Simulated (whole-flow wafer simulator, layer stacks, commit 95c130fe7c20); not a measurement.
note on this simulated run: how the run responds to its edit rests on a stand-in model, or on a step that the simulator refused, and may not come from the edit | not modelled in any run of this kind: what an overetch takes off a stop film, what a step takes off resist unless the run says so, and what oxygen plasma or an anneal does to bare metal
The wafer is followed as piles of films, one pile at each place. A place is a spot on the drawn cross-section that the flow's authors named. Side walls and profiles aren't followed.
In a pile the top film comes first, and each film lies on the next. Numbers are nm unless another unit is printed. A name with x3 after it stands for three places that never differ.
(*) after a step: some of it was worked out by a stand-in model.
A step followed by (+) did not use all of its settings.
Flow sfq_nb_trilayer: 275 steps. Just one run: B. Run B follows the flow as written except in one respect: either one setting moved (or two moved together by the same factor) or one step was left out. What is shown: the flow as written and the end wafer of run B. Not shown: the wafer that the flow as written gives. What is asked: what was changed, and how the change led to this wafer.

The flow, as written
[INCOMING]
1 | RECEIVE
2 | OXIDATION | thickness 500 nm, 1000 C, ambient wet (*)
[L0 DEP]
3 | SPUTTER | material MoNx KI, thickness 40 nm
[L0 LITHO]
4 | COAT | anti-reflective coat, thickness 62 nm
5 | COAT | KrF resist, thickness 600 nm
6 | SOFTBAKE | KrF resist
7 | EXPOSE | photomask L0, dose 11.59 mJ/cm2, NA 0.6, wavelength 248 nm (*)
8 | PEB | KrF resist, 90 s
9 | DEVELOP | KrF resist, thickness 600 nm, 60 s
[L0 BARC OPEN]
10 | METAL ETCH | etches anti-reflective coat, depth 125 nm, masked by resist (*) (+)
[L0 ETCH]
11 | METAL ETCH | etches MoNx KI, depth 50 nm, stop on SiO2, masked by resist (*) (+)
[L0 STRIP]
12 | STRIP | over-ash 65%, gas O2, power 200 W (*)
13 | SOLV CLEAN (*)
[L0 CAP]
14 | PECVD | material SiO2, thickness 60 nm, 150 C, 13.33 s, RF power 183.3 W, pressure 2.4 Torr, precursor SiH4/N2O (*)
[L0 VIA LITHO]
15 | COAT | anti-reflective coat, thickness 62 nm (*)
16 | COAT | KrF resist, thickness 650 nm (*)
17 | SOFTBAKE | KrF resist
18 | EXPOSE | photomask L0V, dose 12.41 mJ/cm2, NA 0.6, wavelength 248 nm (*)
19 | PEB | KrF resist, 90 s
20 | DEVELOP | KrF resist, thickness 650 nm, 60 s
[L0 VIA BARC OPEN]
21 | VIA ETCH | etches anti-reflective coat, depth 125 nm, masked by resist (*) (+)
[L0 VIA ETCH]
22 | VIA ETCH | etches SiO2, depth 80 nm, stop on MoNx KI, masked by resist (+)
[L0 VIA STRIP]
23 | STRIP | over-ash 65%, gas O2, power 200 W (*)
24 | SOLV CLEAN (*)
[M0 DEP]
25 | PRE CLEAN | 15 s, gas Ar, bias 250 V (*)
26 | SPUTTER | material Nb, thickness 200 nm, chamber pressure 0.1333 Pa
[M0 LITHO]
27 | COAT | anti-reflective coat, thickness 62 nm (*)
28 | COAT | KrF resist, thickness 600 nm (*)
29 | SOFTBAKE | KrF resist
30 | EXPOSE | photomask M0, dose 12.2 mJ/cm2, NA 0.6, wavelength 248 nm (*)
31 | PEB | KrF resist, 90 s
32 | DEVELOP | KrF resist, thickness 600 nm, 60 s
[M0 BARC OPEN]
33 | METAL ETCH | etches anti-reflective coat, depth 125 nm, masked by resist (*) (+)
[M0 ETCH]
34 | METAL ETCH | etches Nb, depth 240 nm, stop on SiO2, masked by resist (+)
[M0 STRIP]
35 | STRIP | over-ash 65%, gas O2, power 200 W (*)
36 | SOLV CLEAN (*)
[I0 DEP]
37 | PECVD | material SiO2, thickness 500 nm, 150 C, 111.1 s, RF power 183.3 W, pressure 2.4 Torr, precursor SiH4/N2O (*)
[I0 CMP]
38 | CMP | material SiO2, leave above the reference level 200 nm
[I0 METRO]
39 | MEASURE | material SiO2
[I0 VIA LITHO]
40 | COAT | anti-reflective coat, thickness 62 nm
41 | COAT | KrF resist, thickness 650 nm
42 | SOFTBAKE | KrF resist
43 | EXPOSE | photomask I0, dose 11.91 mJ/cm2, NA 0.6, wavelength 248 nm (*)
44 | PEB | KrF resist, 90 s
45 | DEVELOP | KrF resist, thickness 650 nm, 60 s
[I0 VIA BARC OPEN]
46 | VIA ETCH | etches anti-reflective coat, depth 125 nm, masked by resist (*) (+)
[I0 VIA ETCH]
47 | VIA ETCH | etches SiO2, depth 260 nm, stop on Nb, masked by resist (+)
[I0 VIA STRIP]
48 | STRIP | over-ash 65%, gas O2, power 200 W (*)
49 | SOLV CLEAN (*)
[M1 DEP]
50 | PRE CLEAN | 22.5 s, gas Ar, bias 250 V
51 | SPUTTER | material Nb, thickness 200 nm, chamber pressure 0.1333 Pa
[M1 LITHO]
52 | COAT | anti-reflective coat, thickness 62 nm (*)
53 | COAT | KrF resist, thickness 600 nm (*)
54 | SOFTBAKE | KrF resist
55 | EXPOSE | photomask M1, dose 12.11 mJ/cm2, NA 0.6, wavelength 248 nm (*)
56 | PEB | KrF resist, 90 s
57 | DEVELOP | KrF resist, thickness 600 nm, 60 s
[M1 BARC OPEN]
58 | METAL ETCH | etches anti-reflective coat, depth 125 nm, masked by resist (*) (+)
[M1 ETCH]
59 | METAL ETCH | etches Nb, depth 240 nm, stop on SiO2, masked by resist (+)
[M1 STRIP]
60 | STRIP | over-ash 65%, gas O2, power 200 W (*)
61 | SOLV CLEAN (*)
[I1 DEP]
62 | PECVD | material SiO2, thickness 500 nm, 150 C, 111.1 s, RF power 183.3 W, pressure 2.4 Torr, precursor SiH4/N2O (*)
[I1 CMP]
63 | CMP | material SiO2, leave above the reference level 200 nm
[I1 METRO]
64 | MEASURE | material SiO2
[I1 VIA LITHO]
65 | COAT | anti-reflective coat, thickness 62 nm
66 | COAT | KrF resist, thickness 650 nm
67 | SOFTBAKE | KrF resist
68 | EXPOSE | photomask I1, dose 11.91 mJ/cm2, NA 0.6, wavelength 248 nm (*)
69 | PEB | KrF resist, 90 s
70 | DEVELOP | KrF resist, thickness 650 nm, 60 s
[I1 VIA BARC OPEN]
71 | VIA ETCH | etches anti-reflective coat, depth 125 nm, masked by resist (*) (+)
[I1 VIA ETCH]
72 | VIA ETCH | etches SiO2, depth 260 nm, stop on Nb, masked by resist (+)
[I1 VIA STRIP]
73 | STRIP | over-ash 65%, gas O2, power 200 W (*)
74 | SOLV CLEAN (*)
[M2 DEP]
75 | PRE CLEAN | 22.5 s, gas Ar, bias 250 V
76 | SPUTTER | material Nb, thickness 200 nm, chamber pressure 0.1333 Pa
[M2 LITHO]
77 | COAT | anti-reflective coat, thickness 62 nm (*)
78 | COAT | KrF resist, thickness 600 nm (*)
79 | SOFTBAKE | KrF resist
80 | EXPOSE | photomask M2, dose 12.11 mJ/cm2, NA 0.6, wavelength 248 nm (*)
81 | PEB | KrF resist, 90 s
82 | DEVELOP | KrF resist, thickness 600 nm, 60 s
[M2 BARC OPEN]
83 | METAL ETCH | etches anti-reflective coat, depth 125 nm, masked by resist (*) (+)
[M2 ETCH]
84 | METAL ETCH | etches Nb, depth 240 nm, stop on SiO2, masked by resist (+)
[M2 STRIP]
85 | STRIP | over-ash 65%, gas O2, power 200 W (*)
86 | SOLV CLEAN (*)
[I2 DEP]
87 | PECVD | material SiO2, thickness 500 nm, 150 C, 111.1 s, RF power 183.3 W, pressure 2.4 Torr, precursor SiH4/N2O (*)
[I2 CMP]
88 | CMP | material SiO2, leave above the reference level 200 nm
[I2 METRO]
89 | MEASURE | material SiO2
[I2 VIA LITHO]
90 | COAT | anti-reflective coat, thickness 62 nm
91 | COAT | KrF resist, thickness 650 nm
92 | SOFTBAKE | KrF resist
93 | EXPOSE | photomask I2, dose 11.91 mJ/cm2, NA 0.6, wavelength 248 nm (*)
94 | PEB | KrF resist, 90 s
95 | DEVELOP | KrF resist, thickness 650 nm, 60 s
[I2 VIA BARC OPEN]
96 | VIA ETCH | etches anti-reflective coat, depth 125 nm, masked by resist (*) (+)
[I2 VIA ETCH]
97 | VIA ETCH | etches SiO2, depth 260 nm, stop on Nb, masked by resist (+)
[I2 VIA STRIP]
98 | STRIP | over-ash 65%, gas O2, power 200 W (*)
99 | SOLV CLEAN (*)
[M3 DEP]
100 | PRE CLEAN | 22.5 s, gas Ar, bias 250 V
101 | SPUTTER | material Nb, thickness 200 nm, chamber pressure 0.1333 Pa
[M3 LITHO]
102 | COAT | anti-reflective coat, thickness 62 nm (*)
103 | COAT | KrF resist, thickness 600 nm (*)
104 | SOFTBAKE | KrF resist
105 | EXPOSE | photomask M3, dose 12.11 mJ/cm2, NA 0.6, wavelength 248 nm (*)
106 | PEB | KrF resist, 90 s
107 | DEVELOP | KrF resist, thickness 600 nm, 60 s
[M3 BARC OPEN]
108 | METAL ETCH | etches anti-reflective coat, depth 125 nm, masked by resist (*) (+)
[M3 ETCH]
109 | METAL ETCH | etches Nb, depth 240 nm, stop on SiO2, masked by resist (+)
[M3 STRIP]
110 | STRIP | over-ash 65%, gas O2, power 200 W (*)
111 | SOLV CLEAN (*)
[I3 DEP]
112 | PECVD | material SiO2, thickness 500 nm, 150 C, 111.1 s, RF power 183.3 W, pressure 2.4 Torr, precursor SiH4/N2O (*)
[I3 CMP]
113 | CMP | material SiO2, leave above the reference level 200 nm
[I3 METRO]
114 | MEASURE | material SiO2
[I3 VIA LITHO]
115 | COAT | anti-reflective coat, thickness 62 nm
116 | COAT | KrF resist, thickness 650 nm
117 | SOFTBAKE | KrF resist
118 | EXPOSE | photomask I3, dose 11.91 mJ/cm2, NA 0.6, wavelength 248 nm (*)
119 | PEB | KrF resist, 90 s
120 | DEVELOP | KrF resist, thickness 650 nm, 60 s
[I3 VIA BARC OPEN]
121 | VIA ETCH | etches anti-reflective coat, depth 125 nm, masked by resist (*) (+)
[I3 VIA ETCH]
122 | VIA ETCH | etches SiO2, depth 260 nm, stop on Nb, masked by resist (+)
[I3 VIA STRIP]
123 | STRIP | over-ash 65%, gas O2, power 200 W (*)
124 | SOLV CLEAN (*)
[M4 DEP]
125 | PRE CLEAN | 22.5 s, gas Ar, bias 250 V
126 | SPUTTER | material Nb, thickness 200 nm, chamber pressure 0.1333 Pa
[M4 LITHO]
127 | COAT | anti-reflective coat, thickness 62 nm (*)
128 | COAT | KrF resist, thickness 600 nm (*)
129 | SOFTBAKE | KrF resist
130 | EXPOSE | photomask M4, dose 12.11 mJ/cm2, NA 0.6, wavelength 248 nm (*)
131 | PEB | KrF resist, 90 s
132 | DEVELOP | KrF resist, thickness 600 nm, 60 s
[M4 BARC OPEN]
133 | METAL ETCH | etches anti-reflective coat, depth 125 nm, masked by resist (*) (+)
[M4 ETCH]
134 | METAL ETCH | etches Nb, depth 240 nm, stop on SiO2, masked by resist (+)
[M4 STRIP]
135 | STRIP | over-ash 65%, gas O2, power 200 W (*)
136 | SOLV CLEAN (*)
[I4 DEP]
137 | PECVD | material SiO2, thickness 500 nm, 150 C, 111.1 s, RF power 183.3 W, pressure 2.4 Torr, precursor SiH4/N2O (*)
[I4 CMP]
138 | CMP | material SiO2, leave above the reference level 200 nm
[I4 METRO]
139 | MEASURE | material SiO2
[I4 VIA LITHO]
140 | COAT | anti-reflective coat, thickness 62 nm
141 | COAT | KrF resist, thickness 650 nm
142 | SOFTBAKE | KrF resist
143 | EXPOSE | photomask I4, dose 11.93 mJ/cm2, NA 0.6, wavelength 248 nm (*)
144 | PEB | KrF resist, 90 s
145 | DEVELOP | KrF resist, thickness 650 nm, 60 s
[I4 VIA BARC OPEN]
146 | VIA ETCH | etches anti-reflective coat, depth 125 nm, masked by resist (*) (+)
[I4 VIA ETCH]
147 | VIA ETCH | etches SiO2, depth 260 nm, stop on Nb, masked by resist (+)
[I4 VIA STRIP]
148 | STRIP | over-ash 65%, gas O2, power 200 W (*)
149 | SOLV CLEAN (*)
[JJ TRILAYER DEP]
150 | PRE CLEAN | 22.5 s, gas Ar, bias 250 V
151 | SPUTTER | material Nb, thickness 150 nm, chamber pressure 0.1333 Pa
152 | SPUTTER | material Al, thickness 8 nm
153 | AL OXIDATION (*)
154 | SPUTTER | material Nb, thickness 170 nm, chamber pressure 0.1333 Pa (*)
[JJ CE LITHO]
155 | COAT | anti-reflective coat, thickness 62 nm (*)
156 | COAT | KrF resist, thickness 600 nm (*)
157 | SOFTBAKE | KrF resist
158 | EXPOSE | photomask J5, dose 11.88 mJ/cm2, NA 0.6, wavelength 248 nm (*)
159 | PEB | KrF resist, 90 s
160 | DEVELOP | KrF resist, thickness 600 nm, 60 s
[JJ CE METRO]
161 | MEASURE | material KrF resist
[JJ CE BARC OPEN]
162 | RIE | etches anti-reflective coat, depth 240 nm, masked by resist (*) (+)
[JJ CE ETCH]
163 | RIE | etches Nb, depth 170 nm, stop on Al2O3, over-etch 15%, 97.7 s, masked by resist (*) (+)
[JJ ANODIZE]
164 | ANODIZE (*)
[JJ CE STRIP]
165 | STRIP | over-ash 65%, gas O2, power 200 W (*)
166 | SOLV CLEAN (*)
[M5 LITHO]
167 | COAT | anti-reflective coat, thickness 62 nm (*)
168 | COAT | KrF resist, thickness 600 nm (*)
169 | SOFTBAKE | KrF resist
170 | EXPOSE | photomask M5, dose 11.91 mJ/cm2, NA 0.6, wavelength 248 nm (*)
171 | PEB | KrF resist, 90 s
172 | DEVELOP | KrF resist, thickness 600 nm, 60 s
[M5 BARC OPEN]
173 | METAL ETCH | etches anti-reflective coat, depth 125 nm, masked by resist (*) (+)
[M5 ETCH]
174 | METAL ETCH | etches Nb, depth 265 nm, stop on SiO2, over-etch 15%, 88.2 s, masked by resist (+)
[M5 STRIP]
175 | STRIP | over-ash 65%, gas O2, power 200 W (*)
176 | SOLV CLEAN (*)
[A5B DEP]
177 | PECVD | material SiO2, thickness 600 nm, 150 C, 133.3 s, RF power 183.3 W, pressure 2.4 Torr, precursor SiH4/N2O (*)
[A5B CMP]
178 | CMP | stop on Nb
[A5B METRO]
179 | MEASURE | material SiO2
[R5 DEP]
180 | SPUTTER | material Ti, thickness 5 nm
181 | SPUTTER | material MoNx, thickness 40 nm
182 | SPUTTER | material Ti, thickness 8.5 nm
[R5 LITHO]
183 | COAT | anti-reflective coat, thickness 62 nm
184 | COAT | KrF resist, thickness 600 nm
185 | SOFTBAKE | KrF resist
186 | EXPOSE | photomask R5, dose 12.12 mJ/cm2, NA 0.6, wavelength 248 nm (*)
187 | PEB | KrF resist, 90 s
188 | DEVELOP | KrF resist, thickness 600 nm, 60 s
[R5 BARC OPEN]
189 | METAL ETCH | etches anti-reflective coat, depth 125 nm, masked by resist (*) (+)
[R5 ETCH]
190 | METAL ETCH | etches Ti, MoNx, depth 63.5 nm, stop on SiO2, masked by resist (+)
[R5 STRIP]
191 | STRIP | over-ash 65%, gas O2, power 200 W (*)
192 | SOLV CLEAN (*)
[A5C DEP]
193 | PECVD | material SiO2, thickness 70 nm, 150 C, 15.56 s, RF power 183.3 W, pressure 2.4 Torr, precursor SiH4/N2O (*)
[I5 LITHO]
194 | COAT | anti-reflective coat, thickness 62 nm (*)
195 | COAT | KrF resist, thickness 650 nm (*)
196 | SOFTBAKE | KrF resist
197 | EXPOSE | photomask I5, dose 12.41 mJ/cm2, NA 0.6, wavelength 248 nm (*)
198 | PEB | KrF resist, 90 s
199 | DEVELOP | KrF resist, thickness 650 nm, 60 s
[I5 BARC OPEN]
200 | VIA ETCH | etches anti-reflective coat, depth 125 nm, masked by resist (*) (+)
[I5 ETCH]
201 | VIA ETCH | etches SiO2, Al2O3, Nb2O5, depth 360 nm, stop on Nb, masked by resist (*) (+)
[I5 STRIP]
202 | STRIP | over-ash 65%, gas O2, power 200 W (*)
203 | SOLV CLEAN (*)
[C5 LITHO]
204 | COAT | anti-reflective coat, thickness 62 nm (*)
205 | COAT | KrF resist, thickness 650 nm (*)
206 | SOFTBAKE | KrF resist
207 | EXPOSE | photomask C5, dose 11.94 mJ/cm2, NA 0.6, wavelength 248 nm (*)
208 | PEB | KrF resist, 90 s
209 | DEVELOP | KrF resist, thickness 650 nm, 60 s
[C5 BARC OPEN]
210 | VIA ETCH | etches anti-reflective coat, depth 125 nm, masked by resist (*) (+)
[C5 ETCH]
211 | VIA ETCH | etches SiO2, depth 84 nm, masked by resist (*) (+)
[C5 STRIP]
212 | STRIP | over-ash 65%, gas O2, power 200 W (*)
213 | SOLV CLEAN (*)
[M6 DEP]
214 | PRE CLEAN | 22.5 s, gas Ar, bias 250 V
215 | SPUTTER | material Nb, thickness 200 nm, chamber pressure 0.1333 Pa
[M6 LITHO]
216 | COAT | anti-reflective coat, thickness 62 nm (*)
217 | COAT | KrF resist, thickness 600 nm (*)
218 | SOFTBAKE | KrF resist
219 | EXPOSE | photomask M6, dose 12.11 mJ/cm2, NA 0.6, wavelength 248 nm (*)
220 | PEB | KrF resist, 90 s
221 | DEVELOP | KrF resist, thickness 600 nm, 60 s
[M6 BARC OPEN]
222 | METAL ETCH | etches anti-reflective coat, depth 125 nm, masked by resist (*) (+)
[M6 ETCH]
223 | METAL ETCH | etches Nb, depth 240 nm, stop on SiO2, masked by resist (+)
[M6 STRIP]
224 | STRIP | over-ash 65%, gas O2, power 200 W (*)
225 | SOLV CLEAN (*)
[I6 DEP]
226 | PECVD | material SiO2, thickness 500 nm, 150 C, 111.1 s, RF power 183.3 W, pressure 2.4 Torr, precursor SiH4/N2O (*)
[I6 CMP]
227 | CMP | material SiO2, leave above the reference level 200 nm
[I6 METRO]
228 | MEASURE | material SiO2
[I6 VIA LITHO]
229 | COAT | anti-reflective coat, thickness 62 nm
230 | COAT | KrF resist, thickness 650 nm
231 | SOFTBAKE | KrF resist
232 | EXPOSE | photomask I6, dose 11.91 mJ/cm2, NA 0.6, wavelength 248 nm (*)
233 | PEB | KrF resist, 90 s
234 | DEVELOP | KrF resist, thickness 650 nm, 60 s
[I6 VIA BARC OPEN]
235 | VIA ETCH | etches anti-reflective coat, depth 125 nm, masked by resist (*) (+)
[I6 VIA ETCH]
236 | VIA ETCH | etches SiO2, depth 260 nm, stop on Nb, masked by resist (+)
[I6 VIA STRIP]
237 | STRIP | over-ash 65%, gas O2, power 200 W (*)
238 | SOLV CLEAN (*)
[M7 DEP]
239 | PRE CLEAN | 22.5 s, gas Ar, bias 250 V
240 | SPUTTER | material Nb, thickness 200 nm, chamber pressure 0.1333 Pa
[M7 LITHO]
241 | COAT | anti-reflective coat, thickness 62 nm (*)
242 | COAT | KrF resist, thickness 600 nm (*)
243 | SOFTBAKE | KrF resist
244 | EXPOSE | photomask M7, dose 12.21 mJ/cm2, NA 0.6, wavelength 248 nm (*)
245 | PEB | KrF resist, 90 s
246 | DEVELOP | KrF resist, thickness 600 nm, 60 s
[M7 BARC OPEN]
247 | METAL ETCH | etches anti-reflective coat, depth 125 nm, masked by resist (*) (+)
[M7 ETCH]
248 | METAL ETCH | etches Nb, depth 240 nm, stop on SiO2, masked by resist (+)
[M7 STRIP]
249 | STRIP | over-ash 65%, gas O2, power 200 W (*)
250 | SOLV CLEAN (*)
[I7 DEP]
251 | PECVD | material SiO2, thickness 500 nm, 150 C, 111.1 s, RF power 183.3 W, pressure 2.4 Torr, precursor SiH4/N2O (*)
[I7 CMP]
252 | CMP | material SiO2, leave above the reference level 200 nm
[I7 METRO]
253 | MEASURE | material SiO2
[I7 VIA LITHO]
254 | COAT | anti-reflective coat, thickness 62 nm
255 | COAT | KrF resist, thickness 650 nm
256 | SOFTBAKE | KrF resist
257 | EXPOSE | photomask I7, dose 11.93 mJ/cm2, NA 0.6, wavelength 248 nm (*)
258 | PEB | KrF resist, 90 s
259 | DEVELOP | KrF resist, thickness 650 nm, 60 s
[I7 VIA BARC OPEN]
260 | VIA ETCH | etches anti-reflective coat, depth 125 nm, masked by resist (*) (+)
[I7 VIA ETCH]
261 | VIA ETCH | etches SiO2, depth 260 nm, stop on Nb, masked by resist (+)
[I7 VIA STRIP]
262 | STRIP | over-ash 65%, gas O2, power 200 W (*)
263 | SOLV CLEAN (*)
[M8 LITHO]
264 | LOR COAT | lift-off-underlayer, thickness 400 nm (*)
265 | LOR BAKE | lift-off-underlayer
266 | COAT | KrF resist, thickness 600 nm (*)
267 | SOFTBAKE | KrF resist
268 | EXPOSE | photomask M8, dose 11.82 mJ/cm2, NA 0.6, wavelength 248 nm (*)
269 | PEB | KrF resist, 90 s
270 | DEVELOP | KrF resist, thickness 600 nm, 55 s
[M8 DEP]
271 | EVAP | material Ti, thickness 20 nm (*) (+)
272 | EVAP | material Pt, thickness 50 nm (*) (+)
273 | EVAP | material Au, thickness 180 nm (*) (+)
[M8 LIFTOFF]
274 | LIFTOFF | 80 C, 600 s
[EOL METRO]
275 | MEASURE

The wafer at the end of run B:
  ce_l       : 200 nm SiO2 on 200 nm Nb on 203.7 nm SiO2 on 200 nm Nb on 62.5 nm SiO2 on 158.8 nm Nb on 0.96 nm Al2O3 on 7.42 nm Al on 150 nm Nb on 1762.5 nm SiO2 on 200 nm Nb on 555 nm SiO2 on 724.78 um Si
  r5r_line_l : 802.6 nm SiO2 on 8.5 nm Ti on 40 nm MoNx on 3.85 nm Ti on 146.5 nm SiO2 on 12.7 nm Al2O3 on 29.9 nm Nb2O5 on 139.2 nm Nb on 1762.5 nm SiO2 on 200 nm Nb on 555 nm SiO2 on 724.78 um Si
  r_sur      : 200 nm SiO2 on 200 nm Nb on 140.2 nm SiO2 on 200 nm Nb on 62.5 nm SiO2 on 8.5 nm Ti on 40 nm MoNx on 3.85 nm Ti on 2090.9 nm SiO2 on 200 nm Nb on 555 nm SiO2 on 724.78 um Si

The reason: step 180, SPUTTER: thickness 3.85 nm was run, whereas the flow has thickness 5 nm.
The wafer itself shows it: r5r_line_l has Ti 3.85, and step 180 as written asks for 5 nm.

The path from the change to this, step by step:
  180 | SPUTTER | material Ti, thickness 5 nm
      field_l, v_sur, via_wl and 103 more: Ti gains 3.85 (new film) (as written it would have been: Ti gains 5 (new film))
  190 | METAL ETCH | etches Ti, MoNx, depth 63.5 nm, stop on SiO2, masked by resist (+)
      field_l, v_sur, via_wl and 92 more: Ti loses 8.5 (all of it), MoNx loses 40 (all of it), Ti loses 3.85 (all of it) (as written it would have been: Ti loses 8.5 (all of it), MoNx loses 40 (all of it), Ti loses 5 (all of it))
      ce_l, c5j, ce_r, wl_jj: Ti loses 8.5 (all of it), MoNx loses 40 (all of it), Ti loses 3.85 (all of it), Nb loses 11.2 (as written it would have been: Ti loses 8.5 (all of it), MoNx loses 40 (all of it), Ti loses 5 (all of it), Nb loses 10)
